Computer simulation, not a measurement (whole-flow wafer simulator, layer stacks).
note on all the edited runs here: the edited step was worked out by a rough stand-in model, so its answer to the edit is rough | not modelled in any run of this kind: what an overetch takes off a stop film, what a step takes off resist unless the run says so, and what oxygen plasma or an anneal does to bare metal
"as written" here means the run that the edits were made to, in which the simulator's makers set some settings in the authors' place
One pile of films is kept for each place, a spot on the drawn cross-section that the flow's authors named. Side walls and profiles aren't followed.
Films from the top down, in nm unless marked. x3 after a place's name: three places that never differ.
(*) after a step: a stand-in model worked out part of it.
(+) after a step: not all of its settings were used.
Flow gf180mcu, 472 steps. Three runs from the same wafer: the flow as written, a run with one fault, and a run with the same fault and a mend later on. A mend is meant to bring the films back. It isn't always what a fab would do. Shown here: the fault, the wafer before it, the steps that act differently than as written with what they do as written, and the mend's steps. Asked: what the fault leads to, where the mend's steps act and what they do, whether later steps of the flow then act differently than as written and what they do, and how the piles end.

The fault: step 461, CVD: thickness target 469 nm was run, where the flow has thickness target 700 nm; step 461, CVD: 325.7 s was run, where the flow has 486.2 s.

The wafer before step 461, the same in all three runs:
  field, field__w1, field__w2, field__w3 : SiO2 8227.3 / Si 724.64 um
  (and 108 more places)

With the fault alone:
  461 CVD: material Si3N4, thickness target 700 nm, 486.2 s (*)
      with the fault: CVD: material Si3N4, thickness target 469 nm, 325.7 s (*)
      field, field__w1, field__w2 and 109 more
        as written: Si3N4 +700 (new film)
        with the fault: Si3N4 +469 (new film)
  Later steps of the flow that act differently than as written (4 more steps differ only slightly, by at most 2% or 0.5 nm, whichever is larger, and aren't shown):
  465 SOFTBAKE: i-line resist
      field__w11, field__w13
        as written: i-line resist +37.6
        with the fault: i-line resist +36.5
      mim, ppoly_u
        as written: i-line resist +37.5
        with the fault: i-line resist +36.4
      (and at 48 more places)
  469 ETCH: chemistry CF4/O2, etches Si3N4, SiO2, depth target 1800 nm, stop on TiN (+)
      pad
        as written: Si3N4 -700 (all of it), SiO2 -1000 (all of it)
        with the fault: Si3N4 -469 (all of it), SiO2 -1000 (all of it)
  At the end the piles differ from the flow's by more than 2% or 0.5 nm, whichever is larger, at field, field__w1, field__w2 and 108 more.
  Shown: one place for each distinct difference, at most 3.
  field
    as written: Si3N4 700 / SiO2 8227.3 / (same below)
    with the fault: Si3N4 469 / SiO2 8227.3 / (same below)
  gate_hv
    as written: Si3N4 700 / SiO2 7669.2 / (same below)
    with the fault: Si3N4 469 / SiO2 7669.2 / (same below)
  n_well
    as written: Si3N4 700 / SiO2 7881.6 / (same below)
    with the fault: Si3N4 469 / SiO2 7881.6 / (same below)

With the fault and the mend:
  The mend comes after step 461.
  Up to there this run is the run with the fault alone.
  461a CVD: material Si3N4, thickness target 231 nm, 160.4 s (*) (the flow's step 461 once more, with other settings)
      field, field__w1, field__w2 and 109 more
        Si3N4 +231.1
  No later step of the flow acts differently than as written, at any place that is followed, by more than 2% or 0.5 nm, whichever is larger.
  At the end the piles differ from the flow's only slightly at the places that both follow, by at most 2% or 0.5 nm, whichever is larger.
